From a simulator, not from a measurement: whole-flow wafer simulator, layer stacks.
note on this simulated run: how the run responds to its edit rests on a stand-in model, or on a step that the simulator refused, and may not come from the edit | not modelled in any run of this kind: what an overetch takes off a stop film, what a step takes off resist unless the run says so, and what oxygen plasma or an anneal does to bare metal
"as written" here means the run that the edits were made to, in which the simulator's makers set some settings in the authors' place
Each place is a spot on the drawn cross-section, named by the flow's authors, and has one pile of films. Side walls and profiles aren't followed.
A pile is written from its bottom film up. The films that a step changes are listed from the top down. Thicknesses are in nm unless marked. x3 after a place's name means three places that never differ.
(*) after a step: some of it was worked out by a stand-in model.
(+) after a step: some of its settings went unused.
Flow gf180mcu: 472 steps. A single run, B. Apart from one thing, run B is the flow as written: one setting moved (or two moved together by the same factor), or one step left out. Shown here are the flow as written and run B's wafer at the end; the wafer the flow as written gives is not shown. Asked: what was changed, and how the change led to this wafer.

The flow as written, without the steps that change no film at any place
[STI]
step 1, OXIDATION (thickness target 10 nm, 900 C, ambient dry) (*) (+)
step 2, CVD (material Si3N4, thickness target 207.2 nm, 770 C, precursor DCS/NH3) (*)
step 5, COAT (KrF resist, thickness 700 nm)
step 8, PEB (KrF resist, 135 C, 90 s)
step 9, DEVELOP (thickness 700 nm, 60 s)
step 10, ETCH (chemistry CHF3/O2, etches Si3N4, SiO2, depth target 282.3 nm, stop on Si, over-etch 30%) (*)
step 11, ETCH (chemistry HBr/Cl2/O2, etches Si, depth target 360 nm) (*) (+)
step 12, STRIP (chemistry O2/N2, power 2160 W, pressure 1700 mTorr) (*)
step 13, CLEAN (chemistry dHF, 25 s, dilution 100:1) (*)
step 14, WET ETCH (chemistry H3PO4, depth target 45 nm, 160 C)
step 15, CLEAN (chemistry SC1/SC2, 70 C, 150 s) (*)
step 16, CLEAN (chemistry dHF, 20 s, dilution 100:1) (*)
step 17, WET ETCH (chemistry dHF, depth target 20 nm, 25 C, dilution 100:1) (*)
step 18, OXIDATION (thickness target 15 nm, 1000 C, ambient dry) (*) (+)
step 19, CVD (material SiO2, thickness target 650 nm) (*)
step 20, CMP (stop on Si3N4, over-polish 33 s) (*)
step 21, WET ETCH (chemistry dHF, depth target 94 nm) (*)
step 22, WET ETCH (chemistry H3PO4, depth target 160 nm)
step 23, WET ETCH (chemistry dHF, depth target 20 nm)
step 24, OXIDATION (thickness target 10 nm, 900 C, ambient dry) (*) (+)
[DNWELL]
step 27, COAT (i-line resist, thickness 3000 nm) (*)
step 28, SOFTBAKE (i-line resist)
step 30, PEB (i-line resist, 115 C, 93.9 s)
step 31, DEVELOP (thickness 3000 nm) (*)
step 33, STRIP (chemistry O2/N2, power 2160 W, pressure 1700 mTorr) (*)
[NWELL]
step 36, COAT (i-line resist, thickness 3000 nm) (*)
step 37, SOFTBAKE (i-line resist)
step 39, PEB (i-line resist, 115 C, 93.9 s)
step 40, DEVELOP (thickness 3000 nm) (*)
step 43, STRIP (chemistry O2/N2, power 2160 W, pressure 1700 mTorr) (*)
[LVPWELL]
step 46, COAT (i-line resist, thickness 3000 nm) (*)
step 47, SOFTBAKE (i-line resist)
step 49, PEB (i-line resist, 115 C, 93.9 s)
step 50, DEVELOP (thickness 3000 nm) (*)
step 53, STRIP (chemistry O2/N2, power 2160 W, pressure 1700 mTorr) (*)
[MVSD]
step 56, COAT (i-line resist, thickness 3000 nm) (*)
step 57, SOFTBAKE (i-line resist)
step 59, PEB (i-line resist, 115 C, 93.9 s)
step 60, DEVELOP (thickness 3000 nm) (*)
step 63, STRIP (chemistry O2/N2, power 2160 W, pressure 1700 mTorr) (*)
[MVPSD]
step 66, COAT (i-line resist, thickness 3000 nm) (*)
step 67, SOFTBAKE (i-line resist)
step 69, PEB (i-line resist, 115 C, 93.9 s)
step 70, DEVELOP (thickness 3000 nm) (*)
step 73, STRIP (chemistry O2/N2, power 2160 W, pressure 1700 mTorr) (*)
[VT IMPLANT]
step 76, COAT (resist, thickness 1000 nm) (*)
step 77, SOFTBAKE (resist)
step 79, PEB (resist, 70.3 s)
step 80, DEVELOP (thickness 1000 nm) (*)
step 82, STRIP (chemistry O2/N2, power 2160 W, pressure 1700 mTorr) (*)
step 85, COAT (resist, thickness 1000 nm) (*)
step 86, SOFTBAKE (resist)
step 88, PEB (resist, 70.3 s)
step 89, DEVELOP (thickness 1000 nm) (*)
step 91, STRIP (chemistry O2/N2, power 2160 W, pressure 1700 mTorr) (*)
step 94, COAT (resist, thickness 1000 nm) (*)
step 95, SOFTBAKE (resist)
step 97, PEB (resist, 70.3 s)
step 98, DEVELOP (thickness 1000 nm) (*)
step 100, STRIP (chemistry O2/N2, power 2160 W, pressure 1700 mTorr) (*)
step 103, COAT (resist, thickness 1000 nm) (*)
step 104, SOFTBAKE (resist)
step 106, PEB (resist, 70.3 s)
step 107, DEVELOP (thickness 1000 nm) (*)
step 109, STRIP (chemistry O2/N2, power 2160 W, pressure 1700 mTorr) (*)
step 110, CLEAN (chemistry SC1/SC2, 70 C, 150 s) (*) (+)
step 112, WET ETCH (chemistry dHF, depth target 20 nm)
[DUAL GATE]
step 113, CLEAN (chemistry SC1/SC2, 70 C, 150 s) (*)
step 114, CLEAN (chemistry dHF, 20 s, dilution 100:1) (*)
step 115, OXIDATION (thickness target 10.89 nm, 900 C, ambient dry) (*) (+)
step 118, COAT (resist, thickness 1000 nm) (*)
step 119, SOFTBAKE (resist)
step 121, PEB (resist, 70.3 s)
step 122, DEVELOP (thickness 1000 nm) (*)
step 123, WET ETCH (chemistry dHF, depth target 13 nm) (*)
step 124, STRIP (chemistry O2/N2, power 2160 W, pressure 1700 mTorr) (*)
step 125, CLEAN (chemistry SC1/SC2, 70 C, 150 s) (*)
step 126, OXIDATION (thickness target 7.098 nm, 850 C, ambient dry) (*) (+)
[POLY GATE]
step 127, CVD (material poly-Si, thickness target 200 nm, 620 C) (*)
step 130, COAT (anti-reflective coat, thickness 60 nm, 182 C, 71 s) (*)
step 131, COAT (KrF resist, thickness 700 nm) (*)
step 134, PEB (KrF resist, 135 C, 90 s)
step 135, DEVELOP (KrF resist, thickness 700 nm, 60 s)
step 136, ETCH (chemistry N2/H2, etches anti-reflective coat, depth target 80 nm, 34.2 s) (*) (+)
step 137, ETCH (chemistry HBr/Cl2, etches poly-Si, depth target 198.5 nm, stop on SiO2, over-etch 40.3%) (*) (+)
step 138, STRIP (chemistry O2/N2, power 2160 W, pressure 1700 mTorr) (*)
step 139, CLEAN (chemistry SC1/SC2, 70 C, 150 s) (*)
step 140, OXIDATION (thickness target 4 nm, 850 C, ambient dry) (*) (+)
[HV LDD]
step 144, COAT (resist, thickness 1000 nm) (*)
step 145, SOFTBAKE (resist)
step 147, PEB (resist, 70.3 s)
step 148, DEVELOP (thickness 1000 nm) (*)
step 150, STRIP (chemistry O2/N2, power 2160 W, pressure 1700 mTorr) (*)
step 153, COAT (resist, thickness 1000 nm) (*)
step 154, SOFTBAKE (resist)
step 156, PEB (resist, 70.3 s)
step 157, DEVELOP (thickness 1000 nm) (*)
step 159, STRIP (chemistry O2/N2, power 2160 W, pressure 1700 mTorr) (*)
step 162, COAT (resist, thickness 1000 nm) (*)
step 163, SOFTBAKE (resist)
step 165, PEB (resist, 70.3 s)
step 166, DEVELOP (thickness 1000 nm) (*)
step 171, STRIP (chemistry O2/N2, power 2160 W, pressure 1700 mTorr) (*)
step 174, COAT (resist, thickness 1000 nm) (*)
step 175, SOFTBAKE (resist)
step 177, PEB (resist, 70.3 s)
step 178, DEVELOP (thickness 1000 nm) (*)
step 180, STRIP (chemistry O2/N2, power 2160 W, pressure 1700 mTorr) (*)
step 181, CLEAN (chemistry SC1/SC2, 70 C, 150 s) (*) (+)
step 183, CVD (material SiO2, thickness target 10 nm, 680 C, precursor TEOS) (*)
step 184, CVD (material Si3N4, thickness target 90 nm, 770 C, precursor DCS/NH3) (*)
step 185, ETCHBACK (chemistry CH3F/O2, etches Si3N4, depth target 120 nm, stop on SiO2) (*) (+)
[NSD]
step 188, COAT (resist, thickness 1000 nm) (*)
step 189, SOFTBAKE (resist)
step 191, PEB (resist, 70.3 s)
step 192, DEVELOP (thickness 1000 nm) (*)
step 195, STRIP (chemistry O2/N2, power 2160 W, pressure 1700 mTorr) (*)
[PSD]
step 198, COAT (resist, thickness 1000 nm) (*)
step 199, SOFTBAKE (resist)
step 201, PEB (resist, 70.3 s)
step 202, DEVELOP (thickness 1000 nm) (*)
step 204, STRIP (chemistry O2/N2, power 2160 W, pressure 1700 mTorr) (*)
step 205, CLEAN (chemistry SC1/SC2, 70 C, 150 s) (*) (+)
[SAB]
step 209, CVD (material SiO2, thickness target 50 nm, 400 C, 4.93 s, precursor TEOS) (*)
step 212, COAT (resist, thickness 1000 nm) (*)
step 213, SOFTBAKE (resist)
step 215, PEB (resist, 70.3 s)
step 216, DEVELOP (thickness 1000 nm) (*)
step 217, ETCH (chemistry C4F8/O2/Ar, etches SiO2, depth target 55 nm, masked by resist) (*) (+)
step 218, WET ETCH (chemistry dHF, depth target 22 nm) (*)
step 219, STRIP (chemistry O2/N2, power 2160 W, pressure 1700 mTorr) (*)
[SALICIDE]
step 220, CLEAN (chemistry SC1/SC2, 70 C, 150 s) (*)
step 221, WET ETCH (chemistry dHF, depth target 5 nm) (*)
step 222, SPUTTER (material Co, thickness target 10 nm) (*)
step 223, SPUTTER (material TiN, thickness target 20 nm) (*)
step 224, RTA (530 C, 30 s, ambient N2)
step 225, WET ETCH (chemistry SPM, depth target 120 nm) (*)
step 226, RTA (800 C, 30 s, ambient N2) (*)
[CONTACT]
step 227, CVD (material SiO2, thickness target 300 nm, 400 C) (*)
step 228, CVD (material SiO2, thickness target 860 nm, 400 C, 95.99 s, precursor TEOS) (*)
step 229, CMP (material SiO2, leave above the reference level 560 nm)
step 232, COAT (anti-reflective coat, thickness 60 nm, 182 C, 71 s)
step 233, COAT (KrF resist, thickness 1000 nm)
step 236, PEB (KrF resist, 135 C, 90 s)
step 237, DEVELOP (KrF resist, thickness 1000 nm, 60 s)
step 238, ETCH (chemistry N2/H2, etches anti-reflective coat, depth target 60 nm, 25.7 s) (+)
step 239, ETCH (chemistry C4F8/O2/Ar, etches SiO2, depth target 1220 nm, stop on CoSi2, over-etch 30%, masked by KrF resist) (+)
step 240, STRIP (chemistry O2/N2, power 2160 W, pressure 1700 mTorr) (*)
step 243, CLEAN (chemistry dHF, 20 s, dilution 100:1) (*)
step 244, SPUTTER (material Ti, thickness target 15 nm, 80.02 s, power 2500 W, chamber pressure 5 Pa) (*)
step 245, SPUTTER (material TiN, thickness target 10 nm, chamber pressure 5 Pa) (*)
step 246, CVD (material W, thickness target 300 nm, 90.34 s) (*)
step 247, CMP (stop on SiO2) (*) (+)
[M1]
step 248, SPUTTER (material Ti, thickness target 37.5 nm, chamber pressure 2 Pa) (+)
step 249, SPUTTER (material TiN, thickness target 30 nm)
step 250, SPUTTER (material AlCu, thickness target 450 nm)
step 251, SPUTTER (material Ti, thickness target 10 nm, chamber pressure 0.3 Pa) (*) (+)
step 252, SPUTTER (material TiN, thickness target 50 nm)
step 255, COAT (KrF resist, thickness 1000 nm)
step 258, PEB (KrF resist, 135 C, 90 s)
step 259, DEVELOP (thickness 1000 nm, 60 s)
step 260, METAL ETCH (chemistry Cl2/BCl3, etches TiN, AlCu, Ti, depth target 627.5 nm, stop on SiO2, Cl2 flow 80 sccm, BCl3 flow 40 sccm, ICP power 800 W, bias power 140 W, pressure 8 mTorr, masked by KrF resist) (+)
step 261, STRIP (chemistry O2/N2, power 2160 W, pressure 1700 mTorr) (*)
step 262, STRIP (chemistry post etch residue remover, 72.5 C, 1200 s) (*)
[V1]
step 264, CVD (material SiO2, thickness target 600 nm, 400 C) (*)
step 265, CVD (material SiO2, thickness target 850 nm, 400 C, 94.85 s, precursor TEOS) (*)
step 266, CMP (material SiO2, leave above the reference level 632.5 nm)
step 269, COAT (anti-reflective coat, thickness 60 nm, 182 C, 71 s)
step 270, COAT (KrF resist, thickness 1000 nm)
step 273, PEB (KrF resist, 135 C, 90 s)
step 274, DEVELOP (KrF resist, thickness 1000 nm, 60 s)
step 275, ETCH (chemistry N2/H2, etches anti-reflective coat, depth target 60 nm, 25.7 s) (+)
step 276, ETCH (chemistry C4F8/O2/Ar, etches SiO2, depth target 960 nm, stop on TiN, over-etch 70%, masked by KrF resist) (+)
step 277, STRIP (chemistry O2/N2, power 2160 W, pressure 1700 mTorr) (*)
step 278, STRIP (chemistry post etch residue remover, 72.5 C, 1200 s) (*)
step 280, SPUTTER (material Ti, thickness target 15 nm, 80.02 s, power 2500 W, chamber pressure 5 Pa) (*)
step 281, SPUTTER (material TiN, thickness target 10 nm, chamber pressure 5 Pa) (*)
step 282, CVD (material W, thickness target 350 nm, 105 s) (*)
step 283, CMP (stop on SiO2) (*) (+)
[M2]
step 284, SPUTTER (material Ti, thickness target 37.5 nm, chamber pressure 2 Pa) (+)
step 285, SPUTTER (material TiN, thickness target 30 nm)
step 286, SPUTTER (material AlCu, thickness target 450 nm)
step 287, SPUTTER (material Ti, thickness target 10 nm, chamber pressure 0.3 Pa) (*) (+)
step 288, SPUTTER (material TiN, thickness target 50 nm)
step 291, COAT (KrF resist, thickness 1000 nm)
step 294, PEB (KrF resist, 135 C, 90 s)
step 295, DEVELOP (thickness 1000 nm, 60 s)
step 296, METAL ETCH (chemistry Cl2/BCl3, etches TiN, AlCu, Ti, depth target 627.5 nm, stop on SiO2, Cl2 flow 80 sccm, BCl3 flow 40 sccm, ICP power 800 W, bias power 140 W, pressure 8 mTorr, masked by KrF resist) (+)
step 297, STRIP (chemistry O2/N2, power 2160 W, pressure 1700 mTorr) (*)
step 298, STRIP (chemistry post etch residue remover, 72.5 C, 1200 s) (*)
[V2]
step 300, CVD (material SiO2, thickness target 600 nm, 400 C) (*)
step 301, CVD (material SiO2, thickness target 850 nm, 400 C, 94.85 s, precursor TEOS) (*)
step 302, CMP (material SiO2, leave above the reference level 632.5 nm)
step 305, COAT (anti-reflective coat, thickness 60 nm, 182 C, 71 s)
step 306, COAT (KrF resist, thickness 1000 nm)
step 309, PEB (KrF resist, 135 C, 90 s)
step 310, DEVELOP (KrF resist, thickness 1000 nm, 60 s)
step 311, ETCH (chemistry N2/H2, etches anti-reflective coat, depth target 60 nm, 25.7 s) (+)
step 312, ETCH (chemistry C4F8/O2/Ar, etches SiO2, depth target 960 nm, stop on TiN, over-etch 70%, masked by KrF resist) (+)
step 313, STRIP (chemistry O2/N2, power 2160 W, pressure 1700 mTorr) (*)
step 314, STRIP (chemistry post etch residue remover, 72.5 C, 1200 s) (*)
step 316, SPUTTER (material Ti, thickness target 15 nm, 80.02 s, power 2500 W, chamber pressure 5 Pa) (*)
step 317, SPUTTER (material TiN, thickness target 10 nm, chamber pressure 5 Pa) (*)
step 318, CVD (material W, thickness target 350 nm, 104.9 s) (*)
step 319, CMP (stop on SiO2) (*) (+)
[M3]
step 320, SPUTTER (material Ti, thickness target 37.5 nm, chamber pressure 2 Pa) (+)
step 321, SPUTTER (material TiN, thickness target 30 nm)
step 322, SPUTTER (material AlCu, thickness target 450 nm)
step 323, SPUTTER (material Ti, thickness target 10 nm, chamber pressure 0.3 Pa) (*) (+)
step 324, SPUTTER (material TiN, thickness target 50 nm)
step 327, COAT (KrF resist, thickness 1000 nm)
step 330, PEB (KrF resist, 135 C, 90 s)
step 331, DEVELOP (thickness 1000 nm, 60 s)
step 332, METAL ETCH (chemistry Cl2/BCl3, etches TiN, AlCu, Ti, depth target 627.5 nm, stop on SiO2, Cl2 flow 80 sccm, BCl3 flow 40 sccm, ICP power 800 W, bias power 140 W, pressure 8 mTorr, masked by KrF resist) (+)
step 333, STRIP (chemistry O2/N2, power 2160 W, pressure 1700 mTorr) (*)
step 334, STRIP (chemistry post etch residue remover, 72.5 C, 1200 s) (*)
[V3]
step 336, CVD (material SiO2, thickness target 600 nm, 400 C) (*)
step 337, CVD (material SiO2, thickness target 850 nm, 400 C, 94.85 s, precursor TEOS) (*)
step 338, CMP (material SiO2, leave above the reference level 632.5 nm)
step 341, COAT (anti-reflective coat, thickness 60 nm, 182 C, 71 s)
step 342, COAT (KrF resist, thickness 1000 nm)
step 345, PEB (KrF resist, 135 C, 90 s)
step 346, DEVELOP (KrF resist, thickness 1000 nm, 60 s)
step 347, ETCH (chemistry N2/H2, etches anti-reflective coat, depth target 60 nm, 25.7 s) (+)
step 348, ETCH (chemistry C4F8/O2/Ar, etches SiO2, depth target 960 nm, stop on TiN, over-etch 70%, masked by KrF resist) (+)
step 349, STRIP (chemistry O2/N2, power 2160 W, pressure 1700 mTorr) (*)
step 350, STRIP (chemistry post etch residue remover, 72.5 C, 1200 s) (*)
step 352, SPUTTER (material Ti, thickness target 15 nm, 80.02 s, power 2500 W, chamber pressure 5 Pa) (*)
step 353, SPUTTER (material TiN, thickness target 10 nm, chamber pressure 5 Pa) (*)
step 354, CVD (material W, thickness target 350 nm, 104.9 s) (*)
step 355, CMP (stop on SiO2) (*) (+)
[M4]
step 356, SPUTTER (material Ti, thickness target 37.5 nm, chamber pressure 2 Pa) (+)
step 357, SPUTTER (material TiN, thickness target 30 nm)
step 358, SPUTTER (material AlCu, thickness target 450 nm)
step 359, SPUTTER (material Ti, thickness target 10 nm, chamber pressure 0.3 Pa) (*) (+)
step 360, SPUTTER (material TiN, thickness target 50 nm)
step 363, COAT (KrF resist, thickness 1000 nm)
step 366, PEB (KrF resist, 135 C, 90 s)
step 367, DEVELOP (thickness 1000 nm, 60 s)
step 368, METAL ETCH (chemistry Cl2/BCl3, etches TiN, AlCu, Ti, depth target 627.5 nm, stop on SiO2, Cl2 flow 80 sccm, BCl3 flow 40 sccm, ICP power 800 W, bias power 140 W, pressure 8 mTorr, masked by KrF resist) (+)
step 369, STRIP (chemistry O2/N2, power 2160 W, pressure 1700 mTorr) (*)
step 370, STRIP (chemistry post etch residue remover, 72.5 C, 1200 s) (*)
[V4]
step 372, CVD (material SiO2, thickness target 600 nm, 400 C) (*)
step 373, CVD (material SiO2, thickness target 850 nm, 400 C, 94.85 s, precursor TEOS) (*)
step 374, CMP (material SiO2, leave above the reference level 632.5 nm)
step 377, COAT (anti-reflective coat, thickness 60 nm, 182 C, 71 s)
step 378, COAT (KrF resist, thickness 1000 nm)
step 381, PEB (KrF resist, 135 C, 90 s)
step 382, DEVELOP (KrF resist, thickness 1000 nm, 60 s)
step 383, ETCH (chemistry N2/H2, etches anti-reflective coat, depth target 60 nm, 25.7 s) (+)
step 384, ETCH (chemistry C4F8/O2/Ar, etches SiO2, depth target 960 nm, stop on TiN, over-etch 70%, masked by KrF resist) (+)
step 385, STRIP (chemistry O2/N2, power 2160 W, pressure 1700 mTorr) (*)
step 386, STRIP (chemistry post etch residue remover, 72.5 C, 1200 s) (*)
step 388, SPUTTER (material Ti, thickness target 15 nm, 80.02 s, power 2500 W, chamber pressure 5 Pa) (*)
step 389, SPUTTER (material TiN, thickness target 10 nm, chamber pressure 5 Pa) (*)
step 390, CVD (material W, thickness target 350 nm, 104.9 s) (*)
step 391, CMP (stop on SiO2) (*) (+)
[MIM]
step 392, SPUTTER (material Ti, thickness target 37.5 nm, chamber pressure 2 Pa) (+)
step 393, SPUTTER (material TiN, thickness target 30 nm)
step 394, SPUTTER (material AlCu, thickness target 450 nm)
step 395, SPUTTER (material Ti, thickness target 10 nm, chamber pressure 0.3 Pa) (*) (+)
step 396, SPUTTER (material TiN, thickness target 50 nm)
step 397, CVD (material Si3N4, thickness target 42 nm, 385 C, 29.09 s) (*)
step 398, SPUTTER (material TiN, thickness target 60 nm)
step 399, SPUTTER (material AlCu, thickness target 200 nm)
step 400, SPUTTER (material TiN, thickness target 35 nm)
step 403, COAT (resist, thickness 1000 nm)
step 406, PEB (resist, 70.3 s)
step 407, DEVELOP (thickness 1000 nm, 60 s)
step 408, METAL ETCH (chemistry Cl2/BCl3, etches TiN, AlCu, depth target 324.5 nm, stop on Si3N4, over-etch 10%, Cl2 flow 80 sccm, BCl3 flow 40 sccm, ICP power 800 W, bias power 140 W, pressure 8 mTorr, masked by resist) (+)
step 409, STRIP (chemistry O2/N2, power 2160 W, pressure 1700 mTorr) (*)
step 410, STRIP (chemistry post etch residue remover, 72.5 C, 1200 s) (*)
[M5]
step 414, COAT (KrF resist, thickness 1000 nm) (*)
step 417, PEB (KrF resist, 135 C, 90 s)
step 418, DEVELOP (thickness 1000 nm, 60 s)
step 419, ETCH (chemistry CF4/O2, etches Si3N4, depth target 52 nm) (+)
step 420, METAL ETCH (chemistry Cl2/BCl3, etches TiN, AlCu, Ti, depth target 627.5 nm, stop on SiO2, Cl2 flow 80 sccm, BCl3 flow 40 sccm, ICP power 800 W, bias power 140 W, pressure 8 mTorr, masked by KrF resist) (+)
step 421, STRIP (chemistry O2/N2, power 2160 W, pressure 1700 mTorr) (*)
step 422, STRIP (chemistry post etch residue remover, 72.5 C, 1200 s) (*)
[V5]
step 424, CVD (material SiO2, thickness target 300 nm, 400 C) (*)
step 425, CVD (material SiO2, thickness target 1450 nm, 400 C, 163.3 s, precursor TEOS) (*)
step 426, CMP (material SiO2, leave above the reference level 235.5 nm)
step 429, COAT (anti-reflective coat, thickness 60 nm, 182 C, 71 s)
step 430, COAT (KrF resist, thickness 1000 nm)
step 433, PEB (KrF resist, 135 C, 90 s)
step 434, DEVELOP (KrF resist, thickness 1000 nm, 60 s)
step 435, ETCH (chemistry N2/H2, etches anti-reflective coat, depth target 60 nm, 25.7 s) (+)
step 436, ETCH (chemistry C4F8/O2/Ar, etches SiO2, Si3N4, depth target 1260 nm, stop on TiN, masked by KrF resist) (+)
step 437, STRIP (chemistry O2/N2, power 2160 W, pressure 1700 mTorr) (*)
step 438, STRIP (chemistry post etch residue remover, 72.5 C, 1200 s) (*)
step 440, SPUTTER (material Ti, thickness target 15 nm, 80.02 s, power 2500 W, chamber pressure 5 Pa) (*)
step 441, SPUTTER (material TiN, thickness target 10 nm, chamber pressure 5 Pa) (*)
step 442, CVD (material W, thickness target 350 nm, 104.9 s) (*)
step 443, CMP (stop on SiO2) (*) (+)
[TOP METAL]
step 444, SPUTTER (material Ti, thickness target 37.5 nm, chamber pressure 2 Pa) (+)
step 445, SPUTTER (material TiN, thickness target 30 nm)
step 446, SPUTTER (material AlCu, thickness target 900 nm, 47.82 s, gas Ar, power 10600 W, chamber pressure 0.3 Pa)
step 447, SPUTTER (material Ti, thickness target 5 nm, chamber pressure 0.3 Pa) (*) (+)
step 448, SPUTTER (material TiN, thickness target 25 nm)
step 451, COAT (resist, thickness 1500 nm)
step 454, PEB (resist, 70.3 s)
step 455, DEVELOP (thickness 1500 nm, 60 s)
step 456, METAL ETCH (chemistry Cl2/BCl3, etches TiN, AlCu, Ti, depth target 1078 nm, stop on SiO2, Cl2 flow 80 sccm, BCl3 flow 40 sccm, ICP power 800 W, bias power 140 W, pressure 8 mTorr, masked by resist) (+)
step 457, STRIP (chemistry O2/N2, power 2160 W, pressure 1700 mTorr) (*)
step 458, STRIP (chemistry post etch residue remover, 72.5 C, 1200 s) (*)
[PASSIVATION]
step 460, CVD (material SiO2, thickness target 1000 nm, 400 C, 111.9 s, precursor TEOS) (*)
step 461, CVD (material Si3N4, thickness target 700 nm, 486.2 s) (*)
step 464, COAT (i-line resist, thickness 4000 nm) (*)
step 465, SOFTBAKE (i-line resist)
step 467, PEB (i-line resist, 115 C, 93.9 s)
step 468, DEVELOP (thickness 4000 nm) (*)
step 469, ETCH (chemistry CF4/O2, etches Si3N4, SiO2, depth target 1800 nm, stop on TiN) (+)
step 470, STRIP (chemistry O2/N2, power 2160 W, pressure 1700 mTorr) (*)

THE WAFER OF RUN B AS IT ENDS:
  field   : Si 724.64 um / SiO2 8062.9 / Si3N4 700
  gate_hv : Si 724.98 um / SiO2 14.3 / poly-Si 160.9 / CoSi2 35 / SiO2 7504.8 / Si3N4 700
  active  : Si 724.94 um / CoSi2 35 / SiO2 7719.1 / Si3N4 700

The reason: step 266, CMP: leave above the reference level 468.1 nm was run, though the flow has leave above the reference level 632.5 nm.

The path from the change to this, step by step:
  step 266, CMP (material SiO2, leave above the reference level 632.5 nm)
      field, field__w1, field__w2 and 99 more: -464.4 SiO2 (as written it would have been: -300 SiO2)
      field__w8, contact, m1 and 6 more: -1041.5 SiO2 (as written it would have been: -877.1 SiO2)
  step 276, ETCH (chemistry C4F8/O2/Ar, etches SiO2, depth target 960 nm, stop on TiN, over-etch 70%, masked by KrF resist) (+)
      field, field__w1, field__w2 and 107 more: -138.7 KrF resist (as written it would have been: -192 KrF resist)
      contact: -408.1 SiO2 (all of it) (as written it would have been: -572.5 SiO2 (all of it))
  step 277, STRIP (chemistry O2/N2, power 2160 W, pressure 1700 mTorr) (*)
      field, field__w1, field__w2 and 107 more: -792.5 KrF resist (all of it), -60 anti-reflective coat (all of it) (as written it would have been: -739.2 KrF resist (all of it), -60 anti-reflective coat (all of it))
  step 280, SPUTTER (material Ti, thickness target 15 nm, 80.02 s, power 2500 W, chamber pressure 5 Pa) (*)
      contact: +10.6 Ti (new film) (as written it would have been: +9.65 Ti (new film))
  step 281, SPUTTER (material TiN, thickness target 10 nm, chamber pressure 5 Pa) (*)
      contact: +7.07 TiN (new film) (as written it would have been: +6.4 TiN (new film))
  step 282, CVD (material W, thickness target 350 nm, 105 s) (*)
      contact: +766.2 W (new film) (as written it would have been: +932.3 W (new film))
